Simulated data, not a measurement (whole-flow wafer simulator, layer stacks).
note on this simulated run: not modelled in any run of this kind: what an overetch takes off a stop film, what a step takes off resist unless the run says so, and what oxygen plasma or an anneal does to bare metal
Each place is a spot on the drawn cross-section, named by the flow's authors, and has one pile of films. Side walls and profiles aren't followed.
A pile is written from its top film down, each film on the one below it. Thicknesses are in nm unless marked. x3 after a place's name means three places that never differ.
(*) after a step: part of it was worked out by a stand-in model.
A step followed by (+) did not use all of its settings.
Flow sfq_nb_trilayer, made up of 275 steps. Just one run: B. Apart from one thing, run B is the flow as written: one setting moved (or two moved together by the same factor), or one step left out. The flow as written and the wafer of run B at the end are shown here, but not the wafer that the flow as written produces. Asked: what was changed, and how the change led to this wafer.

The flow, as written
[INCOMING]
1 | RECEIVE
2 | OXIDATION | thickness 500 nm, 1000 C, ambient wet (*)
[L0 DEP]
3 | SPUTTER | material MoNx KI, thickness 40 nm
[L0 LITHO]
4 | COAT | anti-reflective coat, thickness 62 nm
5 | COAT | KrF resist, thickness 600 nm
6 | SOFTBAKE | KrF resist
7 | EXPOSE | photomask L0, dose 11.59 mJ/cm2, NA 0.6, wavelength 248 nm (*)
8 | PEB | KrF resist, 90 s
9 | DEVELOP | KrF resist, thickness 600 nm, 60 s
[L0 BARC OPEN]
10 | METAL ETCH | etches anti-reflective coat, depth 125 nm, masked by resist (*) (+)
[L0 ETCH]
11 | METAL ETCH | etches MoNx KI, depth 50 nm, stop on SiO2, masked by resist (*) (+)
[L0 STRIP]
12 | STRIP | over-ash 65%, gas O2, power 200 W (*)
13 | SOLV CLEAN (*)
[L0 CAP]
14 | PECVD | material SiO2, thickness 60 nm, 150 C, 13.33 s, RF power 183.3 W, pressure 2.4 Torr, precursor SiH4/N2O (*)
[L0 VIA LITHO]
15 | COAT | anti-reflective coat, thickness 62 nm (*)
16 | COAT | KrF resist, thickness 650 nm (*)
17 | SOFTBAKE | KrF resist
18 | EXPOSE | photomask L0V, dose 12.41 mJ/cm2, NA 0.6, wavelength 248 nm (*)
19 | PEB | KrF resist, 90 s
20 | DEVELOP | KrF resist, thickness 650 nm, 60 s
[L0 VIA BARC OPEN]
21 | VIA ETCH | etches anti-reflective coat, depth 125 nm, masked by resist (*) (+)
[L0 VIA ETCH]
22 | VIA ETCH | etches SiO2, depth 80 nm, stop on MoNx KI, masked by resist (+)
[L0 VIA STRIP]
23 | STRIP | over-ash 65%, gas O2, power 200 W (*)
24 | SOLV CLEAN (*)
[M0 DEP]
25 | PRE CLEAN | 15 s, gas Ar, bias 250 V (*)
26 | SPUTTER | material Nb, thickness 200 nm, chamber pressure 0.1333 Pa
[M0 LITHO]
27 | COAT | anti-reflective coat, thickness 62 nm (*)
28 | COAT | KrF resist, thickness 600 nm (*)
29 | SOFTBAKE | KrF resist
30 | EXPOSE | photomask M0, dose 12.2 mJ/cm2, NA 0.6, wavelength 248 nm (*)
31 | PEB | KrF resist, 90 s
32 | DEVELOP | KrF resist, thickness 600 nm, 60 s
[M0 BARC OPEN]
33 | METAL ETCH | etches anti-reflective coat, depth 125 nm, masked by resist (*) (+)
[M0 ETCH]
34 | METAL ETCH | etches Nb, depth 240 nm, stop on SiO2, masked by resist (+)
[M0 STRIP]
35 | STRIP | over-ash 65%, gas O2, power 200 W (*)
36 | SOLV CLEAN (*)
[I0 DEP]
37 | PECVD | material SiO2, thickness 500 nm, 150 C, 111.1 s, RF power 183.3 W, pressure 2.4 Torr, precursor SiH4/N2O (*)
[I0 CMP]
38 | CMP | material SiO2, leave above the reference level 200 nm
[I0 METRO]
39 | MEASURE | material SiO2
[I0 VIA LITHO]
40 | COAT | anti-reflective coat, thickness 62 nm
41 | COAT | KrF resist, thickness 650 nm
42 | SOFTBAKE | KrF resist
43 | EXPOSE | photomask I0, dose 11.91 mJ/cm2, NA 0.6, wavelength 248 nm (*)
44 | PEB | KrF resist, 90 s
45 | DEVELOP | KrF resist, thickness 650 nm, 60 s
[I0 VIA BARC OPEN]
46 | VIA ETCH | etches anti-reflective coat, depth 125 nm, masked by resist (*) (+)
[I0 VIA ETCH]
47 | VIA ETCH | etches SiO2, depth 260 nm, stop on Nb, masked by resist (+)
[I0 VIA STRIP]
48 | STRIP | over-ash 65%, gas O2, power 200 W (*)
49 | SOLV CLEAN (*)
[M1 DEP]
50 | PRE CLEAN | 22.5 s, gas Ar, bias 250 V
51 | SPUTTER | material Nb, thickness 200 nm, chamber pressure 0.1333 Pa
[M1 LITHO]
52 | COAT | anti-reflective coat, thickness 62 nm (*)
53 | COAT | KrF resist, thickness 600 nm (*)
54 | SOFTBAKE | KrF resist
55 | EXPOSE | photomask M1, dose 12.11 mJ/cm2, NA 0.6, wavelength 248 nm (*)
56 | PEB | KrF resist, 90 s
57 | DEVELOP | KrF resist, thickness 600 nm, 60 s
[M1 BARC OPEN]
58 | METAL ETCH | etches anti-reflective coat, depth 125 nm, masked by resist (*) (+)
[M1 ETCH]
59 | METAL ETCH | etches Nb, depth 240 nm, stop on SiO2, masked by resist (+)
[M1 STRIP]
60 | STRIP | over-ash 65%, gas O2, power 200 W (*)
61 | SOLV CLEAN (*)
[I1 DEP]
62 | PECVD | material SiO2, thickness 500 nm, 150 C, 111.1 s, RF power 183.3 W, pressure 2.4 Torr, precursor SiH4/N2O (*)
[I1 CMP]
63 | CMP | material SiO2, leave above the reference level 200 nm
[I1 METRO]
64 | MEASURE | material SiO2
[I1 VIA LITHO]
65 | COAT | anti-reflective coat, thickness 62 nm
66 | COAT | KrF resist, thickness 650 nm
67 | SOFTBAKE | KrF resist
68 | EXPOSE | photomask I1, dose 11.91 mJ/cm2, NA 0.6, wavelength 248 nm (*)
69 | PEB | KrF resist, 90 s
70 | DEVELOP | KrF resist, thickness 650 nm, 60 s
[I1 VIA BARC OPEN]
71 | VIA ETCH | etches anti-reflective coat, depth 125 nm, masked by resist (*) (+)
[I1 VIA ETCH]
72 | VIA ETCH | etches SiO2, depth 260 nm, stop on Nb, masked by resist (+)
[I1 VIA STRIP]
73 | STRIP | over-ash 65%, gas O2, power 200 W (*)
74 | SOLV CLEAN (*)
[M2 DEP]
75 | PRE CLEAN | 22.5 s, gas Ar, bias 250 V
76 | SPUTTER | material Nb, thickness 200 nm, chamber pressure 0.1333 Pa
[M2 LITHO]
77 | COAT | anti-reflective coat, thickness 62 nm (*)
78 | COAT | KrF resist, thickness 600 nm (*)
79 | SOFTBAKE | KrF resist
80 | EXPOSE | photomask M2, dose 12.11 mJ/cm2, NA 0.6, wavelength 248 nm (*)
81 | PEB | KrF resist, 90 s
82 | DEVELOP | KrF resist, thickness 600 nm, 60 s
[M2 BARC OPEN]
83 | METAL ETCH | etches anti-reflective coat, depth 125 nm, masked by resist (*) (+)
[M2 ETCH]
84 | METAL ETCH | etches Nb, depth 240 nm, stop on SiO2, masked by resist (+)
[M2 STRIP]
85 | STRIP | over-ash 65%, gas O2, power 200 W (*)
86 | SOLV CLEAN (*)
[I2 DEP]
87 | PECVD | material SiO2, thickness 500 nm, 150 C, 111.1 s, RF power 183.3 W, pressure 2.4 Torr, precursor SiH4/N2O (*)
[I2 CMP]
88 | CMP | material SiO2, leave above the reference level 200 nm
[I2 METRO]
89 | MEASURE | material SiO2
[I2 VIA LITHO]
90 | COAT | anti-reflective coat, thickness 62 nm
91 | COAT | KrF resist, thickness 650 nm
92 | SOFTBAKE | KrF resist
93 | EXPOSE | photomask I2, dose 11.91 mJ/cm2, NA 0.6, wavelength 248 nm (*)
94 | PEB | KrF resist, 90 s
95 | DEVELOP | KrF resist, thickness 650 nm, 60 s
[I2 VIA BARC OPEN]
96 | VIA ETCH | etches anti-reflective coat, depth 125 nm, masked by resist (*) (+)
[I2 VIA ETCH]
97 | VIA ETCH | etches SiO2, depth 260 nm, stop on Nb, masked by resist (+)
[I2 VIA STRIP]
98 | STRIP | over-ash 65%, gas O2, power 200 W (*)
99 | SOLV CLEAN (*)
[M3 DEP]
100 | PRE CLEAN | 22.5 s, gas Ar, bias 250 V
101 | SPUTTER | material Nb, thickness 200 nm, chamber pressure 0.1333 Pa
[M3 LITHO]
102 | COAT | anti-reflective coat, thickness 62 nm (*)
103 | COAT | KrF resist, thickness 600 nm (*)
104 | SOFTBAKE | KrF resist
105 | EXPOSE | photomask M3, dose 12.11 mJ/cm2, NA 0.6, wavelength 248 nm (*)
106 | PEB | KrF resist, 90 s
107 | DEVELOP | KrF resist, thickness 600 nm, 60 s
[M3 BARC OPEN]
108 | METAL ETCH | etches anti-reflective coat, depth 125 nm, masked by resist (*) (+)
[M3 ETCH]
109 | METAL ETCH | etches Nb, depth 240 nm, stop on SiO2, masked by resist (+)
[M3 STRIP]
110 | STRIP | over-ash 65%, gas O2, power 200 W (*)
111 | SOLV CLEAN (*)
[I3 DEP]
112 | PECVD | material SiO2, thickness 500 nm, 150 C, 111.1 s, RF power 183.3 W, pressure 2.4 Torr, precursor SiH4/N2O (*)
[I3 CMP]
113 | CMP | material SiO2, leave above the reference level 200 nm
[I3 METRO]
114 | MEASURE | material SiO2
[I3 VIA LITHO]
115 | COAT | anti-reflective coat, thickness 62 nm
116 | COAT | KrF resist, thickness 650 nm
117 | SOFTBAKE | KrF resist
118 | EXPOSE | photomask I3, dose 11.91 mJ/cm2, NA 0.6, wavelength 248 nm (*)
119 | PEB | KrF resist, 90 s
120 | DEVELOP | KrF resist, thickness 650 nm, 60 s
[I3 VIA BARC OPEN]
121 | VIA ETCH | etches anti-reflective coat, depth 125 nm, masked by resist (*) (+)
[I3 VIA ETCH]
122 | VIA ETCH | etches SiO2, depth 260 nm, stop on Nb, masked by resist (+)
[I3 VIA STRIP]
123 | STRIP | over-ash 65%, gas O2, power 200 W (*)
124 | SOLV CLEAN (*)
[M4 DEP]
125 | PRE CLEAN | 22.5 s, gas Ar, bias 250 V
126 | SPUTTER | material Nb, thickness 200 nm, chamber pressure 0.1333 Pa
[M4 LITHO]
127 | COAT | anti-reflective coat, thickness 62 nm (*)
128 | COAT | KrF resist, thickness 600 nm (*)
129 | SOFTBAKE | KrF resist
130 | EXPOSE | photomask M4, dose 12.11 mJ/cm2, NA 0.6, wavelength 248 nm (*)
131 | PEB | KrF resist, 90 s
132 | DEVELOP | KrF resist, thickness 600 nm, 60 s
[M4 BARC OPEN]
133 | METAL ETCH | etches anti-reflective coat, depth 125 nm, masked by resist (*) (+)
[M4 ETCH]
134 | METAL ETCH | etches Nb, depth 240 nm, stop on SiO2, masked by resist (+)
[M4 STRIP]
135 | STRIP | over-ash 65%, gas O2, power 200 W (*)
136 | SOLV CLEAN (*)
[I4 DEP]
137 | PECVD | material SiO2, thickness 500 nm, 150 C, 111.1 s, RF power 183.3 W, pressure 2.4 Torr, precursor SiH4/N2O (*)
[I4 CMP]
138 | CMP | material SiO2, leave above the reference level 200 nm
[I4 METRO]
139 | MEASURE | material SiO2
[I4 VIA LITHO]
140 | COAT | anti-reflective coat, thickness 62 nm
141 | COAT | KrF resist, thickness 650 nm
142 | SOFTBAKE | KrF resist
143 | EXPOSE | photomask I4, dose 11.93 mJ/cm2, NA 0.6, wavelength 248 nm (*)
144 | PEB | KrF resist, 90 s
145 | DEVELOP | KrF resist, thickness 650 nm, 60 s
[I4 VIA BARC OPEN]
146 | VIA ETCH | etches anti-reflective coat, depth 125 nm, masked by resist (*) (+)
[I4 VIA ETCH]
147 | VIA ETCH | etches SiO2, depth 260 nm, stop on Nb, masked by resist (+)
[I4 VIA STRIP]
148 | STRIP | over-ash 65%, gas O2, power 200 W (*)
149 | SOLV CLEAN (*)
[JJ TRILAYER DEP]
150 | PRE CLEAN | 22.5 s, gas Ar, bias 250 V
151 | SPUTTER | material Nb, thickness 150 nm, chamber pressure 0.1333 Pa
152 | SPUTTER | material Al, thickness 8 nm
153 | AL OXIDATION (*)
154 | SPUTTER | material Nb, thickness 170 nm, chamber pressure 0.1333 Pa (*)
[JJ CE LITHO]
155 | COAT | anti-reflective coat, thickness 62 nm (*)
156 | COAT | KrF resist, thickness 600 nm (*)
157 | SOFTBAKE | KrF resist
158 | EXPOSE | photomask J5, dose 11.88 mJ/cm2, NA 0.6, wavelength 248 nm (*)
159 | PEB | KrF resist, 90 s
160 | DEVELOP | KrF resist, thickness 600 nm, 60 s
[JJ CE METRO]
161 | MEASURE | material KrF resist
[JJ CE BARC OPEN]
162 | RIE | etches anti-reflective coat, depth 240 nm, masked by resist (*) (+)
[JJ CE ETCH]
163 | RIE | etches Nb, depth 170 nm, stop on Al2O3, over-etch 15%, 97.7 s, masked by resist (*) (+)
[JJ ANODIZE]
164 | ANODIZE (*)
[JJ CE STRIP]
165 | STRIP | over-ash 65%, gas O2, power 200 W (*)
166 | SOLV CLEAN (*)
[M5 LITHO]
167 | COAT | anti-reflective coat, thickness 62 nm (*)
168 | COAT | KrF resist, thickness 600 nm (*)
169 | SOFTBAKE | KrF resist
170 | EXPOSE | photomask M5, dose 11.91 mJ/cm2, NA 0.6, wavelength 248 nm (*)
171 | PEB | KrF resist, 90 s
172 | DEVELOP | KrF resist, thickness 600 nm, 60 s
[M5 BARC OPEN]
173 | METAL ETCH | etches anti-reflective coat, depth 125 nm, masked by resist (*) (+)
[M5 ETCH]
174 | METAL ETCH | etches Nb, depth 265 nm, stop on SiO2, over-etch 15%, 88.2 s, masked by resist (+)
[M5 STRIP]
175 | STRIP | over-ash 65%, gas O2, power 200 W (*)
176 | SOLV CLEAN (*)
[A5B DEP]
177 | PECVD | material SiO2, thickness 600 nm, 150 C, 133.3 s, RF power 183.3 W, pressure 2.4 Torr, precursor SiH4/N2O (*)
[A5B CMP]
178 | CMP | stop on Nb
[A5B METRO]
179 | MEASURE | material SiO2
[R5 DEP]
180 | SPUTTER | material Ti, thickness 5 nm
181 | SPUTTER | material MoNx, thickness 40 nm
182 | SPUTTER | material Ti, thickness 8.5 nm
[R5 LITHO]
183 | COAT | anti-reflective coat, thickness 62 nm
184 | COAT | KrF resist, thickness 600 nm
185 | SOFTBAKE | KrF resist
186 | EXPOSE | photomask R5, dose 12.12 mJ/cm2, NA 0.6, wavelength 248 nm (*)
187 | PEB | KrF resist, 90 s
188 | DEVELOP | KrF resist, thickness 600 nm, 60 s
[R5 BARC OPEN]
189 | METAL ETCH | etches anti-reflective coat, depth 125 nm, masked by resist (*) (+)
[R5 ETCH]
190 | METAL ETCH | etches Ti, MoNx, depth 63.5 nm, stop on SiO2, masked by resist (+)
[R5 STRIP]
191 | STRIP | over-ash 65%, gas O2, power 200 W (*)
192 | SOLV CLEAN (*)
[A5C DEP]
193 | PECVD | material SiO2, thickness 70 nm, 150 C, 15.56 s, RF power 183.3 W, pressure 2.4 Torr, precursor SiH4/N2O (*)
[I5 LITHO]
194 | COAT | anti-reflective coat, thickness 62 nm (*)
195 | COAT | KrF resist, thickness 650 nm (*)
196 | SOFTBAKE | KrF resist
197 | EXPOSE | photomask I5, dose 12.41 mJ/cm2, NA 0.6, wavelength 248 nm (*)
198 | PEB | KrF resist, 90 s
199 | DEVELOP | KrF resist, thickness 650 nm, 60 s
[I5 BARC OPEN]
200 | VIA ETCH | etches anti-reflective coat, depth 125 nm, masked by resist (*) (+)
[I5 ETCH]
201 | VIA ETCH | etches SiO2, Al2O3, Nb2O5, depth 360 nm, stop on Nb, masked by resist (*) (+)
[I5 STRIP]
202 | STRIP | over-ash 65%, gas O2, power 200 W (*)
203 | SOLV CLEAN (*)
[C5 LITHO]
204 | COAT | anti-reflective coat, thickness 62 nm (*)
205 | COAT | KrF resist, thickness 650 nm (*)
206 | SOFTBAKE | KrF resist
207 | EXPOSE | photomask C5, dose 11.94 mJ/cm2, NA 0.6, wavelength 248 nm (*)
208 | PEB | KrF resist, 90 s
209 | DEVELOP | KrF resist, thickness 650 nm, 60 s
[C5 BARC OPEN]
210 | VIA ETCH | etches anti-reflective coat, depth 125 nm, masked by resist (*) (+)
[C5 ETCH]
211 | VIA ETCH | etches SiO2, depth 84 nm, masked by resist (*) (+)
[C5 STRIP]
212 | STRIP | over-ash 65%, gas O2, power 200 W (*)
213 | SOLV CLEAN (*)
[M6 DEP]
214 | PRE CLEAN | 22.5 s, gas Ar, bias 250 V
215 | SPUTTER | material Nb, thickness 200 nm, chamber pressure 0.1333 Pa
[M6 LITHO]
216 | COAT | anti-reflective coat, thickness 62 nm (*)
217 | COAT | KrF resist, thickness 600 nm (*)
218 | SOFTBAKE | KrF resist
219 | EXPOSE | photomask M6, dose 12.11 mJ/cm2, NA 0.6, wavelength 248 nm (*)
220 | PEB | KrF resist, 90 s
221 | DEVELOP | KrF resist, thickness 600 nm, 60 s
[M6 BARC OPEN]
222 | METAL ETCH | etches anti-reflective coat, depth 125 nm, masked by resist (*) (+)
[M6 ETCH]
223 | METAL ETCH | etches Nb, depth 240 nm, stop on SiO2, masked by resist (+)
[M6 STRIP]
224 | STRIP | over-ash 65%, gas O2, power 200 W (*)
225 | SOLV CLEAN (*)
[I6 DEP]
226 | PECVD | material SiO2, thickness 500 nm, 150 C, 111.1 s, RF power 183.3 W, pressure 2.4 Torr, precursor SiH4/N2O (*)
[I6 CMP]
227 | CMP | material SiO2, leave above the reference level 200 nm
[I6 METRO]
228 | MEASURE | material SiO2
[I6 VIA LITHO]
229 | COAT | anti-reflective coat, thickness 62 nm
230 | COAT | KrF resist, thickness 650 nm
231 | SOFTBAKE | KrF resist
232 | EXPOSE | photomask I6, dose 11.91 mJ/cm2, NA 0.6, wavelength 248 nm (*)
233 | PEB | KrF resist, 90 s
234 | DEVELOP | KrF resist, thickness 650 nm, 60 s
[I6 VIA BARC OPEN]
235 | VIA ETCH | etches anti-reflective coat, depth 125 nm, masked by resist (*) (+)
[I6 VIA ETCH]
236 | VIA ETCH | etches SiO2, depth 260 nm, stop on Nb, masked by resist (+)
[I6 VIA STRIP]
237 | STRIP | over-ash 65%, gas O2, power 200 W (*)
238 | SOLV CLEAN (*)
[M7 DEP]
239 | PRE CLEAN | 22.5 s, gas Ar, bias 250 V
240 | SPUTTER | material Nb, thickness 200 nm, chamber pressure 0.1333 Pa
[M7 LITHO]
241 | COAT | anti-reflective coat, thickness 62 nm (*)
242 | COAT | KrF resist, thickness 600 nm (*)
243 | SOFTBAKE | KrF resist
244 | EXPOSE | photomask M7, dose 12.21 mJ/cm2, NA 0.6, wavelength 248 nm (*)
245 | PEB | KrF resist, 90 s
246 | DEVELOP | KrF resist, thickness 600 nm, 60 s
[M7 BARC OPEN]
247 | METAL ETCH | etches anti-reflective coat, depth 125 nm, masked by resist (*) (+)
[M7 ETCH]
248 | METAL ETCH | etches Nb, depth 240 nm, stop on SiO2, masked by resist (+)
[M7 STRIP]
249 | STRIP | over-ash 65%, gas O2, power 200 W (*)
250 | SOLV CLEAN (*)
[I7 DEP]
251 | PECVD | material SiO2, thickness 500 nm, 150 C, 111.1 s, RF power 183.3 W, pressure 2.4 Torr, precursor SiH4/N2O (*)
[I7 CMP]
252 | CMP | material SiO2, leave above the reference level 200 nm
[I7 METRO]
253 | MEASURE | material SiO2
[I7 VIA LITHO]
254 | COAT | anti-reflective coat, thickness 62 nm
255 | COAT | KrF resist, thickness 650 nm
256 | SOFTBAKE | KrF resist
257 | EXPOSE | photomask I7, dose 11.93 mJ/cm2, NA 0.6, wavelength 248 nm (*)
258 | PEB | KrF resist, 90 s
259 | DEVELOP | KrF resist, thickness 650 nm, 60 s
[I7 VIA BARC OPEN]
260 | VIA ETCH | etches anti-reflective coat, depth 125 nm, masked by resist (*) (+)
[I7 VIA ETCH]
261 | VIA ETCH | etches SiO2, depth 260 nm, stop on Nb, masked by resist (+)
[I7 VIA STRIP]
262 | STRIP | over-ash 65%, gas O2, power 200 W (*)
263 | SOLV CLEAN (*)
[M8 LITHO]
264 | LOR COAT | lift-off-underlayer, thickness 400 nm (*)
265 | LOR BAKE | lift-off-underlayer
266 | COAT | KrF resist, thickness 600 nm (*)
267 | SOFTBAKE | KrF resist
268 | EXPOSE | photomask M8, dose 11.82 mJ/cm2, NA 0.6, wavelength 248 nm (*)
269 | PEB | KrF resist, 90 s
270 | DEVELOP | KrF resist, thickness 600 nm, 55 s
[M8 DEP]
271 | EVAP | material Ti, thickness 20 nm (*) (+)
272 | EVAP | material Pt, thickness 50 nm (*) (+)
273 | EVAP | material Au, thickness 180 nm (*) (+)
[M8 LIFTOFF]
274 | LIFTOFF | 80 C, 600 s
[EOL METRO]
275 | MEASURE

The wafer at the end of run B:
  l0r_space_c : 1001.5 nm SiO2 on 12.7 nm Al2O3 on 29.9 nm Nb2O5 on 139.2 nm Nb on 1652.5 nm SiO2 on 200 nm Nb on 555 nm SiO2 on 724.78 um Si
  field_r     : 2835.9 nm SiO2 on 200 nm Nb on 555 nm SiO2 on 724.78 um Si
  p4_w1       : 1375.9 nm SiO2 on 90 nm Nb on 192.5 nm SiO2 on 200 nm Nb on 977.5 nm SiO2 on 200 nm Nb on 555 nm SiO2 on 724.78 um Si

Cause: step 126, SPUTTER: thickness 90 nm was run, while the flow as written has thickness 200 nm.
One can read it off the wafer: p4_w1 has Nb 90, and step 126 as written asks for 200 nm.

How this came from the change, step by step:
  126 | SPUTTER | material Nb, thickness 200 nm, chamber pressure 0.1333 Pa
      field_l, v_sur, via_wl and 102 more: +90 Nb (new film) (as written it would have been: +200 Nb (new film))
      via_v: +74.2 Nb (as written it would have been: +165.5 Nb)
  127 | COAT | anti-reflective coat, thickness 62 nm (*)
      via_v: +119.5 anti-reflective coat (new film) (as written it would have been: +124.8 anti-reflective coat (new film))
  134 | METAL ETCH | etches Nb, depth 240 nm, stop on SiO2, masked by resist (+)
      field_l, be, be_sur and 64 more: -90 Nb (all of it) (as written it would have been: -200 Nb (all of it))
      v_sur, via_wl, via_w and 36 more: -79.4 KrF resist (as written it would have been: -141.2 KrF resist)
  135 | STRIP | over-ash 65%, gas O2, power 200 W (*)
      p4_fl, p4_fm, p4_w1 and 26 more: -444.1 KrF resist (all of it), -62 anti-reflective coat (all of it) (as written it would have been: -382.4 KrF resist (all of it), -62 anti-reflective coat (all of it))
      ln_m5, lsp_m: -443.7 KrF resist (all of it), -61.8 anti-reflective coat (all of it) (as written it would have been: -381.9 KrF resist (all of it), -61.8 anti-reflective coat (all of it))
      (as well as at 8 more places)
  137 | PECVD | material SiO2, thickness 500 nm, 150 C, 111.1 s, RF power 183.3 W, pressure 2.4 Torr, precursor SiH4/N2O (*)
      p3_s0, p3_s1, p3_s2, p3_s3, p3_s4, p3_s5: +500 SiO2 (as written it would have been: +557.1 SiO2)
      via_v: +584.3 SiO2 (new film) (as written it would have been: +615 SiO2 (new film))
  138 | CMP | material SiO2, leave above the reference level 200 nm
      field_l, be, be_sur and 55 more: -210 SiO2 (as written it would have been: -100 SiO2)
      p3_s0, p3_s1, p3_s2, p3_s3, p3_s4, p3_s5: -210 SiO2 (as written it would have been: -157.1 SiO2)
      (as well as at 4 more places)
